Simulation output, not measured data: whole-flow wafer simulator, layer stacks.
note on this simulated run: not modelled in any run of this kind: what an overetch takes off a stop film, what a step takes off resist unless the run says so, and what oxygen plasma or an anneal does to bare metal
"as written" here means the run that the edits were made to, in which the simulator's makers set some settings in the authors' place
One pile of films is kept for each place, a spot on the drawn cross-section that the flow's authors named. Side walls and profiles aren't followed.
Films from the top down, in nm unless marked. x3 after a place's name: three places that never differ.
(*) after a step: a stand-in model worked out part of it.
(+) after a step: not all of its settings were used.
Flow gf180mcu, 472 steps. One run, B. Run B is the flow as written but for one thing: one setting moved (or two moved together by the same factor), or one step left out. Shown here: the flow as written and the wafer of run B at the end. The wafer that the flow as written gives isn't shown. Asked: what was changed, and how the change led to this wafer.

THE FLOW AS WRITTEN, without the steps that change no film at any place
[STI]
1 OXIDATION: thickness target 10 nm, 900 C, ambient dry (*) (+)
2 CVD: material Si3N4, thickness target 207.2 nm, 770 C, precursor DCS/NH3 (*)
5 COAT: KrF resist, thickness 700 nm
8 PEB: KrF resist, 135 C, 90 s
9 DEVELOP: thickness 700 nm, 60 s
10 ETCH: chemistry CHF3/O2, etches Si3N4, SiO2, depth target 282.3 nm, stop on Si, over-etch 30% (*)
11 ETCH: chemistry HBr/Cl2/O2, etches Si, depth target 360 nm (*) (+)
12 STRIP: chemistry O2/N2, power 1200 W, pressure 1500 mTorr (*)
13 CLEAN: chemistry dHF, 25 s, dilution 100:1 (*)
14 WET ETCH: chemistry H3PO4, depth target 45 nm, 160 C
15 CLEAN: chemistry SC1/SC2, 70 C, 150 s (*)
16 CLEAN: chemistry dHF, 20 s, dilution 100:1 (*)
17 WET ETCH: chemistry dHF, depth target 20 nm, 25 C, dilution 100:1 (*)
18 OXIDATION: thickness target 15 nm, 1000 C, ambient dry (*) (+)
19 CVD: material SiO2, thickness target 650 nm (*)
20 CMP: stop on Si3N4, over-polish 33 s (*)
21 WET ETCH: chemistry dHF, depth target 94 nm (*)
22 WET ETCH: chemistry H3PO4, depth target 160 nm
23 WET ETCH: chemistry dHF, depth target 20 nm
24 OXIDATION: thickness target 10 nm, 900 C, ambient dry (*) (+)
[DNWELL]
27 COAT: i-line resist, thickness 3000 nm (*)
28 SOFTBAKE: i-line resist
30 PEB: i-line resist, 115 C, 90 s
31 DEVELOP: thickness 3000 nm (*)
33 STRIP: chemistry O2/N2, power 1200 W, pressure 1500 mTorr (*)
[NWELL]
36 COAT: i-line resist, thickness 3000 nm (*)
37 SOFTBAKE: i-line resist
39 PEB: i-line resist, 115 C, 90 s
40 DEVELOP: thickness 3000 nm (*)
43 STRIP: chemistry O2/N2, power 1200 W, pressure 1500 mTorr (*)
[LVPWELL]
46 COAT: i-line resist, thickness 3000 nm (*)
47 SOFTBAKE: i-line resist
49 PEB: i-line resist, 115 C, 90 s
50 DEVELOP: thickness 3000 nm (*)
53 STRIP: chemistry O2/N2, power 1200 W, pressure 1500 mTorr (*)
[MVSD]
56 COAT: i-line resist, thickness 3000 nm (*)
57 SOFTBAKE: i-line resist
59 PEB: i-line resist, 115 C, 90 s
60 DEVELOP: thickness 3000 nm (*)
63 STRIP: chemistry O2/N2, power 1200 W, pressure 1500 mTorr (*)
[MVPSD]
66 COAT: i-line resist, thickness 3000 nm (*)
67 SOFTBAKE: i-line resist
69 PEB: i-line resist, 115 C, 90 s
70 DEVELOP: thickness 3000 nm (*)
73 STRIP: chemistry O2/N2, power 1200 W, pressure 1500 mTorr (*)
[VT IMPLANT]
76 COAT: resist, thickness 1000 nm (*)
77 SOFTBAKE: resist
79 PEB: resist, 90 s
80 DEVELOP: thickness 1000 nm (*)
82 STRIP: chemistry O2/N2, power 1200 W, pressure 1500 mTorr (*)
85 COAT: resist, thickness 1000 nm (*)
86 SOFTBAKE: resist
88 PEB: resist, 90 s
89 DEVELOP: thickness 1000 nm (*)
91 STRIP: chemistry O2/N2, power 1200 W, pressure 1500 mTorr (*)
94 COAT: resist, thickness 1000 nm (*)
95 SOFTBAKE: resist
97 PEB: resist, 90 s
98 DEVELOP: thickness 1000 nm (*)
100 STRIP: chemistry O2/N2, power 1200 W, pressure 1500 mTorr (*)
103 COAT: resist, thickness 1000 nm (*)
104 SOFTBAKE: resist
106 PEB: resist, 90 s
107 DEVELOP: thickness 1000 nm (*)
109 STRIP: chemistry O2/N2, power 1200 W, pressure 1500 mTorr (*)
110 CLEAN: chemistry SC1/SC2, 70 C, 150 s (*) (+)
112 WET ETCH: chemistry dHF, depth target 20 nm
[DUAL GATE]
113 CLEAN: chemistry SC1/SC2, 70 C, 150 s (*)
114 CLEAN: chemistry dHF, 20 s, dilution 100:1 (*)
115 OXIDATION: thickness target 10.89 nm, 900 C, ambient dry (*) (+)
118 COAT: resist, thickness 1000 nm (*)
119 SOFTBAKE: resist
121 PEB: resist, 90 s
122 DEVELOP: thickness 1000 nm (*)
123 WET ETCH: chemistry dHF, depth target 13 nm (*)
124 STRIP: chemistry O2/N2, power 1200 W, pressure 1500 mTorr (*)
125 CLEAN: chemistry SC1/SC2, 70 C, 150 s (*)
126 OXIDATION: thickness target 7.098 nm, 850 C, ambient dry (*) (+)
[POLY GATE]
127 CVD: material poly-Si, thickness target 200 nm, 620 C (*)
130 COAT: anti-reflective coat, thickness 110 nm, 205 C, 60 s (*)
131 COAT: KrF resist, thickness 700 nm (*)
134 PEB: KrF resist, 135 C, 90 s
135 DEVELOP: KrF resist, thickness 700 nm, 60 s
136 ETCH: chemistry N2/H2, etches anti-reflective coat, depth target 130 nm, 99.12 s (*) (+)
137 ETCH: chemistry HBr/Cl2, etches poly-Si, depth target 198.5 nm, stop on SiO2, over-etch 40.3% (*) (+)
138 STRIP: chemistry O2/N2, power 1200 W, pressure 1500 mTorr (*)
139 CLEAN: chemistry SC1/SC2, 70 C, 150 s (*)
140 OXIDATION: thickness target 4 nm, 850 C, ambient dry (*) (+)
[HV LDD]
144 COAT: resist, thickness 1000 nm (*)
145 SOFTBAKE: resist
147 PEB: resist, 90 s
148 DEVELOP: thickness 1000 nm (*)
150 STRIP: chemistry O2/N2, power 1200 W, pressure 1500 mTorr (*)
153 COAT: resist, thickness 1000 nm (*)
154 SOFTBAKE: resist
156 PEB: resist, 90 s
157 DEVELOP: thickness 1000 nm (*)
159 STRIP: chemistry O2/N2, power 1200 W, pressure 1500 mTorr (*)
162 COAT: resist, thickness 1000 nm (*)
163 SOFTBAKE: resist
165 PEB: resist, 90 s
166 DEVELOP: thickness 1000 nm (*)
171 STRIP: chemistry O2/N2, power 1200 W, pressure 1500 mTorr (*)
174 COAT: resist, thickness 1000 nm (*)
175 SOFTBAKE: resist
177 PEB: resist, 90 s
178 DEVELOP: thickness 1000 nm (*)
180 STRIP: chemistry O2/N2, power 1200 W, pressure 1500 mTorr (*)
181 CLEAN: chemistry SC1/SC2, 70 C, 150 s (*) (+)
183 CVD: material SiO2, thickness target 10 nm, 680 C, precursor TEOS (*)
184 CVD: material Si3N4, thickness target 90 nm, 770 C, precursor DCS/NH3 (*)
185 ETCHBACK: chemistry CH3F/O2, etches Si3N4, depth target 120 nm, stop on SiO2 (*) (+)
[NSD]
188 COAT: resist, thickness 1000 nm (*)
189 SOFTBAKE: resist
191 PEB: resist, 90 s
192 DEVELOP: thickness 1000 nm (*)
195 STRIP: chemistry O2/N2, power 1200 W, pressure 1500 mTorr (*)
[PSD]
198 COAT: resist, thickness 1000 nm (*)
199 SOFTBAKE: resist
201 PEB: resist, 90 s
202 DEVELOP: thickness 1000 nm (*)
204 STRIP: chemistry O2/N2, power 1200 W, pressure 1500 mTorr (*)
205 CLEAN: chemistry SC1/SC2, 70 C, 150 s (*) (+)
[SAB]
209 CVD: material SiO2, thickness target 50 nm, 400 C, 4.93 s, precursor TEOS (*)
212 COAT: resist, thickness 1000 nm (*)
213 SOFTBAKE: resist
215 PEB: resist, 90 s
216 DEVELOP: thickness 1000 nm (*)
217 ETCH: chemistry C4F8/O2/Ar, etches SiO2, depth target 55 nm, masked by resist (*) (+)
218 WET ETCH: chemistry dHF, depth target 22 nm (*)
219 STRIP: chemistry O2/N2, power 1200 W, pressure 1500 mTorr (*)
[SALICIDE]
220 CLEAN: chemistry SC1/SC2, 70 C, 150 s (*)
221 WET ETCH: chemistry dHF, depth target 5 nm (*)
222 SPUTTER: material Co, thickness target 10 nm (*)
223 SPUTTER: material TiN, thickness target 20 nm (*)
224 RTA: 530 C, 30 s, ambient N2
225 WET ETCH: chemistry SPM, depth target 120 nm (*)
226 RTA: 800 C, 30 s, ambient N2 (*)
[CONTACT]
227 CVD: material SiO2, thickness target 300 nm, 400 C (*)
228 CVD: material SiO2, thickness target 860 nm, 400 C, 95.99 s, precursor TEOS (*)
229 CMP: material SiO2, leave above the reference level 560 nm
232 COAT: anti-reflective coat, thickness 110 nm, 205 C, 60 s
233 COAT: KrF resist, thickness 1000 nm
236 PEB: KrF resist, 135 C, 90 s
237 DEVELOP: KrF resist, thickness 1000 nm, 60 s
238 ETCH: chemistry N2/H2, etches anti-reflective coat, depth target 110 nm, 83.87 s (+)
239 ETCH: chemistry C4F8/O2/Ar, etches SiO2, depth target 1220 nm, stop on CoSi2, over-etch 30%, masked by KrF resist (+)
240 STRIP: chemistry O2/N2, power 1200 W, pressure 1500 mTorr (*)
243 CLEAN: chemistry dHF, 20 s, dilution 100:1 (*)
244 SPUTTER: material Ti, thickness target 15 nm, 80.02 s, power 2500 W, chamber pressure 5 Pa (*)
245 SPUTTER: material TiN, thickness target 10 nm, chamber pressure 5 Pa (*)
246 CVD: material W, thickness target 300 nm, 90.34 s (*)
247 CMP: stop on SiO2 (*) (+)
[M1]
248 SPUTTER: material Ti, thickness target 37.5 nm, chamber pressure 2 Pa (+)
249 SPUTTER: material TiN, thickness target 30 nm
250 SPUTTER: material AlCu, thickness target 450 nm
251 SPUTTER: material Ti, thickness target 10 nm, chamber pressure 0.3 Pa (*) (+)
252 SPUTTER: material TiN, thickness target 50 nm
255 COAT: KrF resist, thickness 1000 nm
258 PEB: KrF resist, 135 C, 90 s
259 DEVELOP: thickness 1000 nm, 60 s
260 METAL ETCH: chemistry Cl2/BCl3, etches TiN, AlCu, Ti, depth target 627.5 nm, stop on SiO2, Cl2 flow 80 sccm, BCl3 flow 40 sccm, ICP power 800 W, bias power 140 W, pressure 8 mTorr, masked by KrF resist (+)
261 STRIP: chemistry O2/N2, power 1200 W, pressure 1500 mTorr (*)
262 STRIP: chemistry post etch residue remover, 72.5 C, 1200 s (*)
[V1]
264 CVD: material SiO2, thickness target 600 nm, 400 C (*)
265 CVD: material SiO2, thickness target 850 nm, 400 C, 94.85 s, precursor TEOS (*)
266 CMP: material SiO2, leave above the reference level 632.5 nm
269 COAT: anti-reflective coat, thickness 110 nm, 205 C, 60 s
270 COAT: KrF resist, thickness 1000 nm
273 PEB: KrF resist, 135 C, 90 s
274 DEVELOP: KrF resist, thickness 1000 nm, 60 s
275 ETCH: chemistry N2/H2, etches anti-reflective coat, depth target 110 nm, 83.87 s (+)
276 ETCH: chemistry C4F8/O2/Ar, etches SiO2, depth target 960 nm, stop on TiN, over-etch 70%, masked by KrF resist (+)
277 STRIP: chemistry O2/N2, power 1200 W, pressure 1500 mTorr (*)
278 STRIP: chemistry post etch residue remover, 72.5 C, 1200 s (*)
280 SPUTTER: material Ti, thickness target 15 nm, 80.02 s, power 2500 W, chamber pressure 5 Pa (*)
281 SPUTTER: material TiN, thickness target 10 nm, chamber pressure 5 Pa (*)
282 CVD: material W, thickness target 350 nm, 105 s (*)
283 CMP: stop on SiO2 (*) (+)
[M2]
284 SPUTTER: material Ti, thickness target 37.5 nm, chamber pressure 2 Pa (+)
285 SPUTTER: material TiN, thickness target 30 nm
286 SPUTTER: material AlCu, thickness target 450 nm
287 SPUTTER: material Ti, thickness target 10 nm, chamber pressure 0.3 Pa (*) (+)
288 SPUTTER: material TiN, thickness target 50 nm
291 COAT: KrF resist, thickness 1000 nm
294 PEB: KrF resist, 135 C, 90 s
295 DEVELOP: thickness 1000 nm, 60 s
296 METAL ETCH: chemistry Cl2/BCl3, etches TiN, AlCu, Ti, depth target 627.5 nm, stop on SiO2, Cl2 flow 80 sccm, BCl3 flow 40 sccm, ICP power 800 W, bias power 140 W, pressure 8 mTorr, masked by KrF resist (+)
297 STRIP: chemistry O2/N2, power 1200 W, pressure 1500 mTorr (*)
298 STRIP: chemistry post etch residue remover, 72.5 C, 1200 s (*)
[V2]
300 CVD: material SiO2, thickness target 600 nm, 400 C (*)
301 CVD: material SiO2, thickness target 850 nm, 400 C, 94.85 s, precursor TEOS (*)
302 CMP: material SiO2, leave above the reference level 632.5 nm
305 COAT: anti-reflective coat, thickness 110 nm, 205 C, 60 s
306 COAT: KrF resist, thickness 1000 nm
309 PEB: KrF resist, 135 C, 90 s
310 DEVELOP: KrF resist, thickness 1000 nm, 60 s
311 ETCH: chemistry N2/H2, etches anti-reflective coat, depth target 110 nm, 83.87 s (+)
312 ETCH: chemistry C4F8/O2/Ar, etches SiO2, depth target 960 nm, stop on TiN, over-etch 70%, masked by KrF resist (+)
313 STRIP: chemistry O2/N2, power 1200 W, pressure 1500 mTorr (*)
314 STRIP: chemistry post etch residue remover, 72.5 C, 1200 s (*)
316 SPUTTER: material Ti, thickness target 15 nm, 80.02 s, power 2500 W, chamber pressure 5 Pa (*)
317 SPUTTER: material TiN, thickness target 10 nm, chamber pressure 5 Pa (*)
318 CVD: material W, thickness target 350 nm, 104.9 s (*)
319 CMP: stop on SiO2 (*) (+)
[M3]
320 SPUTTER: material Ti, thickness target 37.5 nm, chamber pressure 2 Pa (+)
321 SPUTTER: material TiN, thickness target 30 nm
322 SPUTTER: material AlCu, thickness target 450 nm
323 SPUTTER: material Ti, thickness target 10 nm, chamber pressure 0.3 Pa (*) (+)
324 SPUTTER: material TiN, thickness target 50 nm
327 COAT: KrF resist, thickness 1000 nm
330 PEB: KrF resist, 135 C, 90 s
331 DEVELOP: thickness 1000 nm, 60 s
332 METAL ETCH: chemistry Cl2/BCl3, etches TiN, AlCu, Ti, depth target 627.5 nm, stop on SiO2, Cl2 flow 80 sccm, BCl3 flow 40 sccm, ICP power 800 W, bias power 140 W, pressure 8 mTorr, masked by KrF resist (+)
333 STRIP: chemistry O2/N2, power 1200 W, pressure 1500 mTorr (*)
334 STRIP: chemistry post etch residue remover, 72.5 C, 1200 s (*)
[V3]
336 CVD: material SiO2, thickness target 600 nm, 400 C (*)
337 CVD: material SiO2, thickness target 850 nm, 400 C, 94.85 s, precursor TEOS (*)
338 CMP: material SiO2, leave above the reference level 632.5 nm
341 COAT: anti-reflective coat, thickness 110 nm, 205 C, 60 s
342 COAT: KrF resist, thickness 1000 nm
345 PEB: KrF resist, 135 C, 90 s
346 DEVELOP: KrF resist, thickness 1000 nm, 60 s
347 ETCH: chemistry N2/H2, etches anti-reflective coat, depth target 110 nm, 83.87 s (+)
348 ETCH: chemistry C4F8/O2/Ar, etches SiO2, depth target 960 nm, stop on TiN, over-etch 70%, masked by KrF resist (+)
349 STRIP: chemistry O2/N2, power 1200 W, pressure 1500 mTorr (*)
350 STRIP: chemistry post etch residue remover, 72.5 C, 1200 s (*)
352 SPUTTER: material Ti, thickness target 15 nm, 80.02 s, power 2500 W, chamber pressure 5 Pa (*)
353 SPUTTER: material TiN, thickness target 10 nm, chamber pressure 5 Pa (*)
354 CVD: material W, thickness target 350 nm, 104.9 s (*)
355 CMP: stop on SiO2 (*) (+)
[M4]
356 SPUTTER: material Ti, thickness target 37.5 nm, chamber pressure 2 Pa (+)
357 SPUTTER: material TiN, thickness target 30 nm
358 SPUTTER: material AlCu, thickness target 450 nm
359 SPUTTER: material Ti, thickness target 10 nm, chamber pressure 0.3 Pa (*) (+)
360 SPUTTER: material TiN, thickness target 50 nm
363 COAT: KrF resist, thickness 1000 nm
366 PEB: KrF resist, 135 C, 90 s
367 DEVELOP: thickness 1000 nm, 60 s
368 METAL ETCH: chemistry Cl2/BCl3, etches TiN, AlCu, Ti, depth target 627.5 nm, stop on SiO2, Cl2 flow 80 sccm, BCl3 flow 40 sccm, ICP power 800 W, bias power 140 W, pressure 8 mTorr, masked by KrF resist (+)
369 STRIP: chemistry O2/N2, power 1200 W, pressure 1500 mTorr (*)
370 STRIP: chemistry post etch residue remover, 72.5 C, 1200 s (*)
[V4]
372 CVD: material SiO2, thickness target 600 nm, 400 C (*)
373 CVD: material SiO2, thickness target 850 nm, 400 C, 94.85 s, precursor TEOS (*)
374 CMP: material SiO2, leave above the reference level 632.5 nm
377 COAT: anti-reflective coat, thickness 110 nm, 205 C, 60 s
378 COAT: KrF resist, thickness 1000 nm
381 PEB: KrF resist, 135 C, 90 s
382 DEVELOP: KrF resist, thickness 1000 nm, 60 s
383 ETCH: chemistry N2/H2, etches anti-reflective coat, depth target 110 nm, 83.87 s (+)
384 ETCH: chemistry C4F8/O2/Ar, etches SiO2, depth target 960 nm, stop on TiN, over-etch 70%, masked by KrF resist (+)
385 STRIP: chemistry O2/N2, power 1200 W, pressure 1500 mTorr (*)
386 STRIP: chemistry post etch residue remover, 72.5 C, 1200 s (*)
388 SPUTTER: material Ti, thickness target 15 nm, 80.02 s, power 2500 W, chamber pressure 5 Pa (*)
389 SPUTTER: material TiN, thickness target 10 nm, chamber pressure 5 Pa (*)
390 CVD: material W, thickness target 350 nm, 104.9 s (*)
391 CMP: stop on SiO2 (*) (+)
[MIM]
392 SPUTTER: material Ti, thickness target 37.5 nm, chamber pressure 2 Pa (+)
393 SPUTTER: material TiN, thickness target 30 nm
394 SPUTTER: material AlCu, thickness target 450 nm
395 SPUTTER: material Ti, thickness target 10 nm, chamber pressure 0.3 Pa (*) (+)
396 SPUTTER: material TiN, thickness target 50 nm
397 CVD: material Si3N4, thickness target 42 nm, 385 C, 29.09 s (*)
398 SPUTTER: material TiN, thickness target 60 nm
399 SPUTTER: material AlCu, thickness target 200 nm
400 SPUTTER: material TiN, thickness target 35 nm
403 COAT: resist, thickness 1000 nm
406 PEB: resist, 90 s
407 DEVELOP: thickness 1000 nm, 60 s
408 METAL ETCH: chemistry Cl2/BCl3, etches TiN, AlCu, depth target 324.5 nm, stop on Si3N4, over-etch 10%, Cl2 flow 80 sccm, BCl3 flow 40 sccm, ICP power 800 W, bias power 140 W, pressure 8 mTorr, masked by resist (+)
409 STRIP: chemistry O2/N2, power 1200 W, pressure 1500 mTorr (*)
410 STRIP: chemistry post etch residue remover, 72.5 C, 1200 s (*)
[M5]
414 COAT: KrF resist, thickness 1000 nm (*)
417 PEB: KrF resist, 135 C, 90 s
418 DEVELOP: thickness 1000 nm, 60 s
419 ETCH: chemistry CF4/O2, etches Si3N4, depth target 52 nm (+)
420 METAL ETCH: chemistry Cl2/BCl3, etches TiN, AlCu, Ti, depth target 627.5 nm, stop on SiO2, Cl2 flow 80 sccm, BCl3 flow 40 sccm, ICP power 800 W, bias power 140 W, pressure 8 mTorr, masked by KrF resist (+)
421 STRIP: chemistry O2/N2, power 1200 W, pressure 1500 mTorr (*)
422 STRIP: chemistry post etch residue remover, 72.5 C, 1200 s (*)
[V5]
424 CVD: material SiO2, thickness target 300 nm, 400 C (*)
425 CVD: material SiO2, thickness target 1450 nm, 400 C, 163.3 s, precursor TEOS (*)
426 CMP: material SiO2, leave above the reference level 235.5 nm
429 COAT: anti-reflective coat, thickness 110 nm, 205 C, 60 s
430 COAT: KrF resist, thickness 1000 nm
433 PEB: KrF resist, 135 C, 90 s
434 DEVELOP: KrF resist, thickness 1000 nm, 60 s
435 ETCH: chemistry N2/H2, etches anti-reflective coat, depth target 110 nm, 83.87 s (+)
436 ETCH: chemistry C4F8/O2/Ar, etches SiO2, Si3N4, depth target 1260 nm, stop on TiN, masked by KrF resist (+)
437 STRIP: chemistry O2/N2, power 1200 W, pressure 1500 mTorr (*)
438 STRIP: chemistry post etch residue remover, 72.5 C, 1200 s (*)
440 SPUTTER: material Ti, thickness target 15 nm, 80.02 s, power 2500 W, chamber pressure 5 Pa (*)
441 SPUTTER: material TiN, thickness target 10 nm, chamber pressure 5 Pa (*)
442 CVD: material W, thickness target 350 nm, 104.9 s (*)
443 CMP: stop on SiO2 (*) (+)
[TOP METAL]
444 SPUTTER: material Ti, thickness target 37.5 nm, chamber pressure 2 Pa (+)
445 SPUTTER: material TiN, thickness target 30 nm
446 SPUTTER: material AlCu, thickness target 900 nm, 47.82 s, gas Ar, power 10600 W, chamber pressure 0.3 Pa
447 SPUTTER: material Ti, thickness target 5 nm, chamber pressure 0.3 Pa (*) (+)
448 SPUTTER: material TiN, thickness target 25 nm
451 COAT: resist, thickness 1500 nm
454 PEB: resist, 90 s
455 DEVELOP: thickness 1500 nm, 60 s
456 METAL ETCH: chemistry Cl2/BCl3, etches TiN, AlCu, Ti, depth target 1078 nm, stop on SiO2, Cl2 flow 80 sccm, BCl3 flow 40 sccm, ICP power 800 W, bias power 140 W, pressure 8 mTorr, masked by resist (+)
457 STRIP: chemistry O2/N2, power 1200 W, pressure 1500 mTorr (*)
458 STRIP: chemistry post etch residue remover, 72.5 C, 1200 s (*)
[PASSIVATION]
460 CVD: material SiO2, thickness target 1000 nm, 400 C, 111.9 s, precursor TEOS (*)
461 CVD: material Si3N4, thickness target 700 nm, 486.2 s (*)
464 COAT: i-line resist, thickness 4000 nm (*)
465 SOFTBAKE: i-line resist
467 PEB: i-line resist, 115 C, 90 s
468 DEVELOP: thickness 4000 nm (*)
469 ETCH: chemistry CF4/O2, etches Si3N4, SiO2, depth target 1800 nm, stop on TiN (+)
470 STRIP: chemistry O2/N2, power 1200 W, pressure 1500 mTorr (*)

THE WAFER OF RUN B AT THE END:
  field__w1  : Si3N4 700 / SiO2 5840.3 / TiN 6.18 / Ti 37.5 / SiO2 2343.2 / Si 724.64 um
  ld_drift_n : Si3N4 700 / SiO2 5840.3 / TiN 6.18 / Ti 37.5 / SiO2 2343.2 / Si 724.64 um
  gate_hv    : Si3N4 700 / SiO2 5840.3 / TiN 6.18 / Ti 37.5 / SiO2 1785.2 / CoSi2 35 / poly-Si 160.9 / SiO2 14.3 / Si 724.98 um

The cause: step 296, METAL ETCH: depth target 533.4 nm was run, where the flow has depth target 627.5 nm.

How the change led to this, step by step:
  296 METAL ETCH: chemistry Cl2/BCl3, etches TiN, AlCu, Ti, depth target 627.5 nm, stop on SiO2, Cl2 flow 80 sccm, BCl3 flow 40 sccm, ICP power 800 W, bias power 140 W, pressure 8 mTorr, masked by KrF resist (+)
      field, field__w1, field__w2 and 103 more: TiN -50 (all of it), Ti -10 (all of it), AlCu -450 (all of it), TiN -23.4 (as written it would be: TiN -50 (all of it), Ti -10 (all of it), AlCu -450 (all of it), TiN -30 (all of it), Ti -37.5 (all of it))
      field__w8, contact, m1, m1__w1, m1_nw: KrF resist -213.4 (as written it would be: KrF resist -251)
  297 STRIP: chemistry O2/N2, power 1200 W, pressure 1500 mTorr (*)
      field__w8, contact, m1, m1__w1, m1_nw: KrF resist -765 (all of it) (as written it would be: KrF resist -727.4 (all of it))
  300 CVD: material SiO2, thickness target 600 nm, 400 C (*)
      field, field__w1, field__w2 and 103 more: SiO2 +600 (new film) (as written it would be: SiO2 +600)
  302 CMP: material SiO2, leave above the reference level 632.5 nm
      field, field__w1, field__w2 and 103 more: SiO2 -343.7 (as written it would be: SiO2 -300)
Counting metal films that touch as one body, field__w1 has 1 body; the flow as written gives 0 bodies.
Counting metal films that touch as one body, ld_drift_n has 1 body; the flow as written gives 0 bodies.
Counting metal films that touch as one body, gate_hv has 2 bodies (between them, from the top down: SiO2 1785.2); the flow as written gives 1 body.
